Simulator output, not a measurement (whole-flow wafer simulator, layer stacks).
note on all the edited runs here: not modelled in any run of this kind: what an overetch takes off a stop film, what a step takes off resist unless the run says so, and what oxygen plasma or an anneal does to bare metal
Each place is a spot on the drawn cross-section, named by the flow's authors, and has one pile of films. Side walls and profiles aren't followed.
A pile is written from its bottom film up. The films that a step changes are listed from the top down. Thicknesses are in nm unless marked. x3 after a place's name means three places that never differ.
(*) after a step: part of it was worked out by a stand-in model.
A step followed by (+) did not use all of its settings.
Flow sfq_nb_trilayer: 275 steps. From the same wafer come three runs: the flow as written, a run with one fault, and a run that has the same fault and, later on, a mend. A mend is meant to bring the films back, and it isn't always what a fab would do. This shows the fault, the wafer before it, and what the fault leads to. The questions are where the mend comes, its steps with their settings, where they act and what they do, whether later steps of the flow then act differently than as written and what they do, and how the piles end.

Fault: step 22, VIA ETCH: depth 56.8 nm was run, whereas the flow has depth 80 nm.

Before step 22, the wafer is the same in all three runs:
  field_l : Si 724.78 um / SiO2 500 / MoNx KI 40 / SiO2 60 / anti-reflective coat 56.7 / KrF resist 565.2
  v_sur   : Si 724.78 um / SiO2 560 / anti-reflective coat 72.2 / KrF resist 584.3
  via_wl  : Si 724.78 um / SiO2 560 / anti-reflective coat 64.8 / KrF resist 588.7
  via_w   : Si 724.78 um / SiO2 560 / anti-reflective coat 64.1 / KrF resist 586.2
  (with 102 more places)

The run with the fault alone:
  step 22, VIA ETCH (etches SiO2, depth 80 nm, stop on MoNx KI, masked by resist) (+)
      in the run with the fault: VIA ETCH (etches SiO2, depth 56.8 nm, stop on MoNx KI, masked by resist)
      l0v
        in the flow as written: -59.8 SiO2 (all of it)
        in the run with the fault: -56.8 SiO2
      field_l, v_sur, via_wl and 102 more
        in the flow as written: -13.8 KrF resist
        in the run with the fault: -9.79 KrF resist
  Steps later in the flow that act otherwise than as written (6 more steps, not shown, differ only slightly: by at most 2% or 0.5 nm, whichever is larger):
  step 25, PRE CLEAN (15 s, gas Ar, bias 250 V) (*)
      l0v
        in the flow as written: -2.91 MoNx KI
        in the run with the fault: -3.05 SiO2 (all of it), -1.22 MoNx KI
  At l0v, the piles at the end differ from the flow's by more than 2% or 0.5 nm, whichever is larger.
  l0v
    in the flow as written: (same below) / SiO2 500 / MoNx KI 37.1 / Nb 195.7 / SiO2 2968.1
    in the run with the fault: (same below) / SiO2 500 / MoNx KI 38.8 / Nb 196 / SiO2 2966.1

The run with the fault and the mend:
  The mend stands after step 22.
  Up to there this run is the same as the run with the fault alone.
  step 22a, VIA ETCH (etches SiO2, depth 23.2 nm, stop on MoNx KI, masked by resist) (+) (the flow's step 22 again, with other settings)
      field_l, v_sur, via_wl and 102 more
        -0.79 KrF resist
      l0v
        -3.05 SiO2 (all of it)
  Later steps of the flow that are run all act as written at every place that is followed, up to a difference of at most 2% or 0.5 nm, whichever is larger.
  The piles end the same as the flow's at every place that both follow.
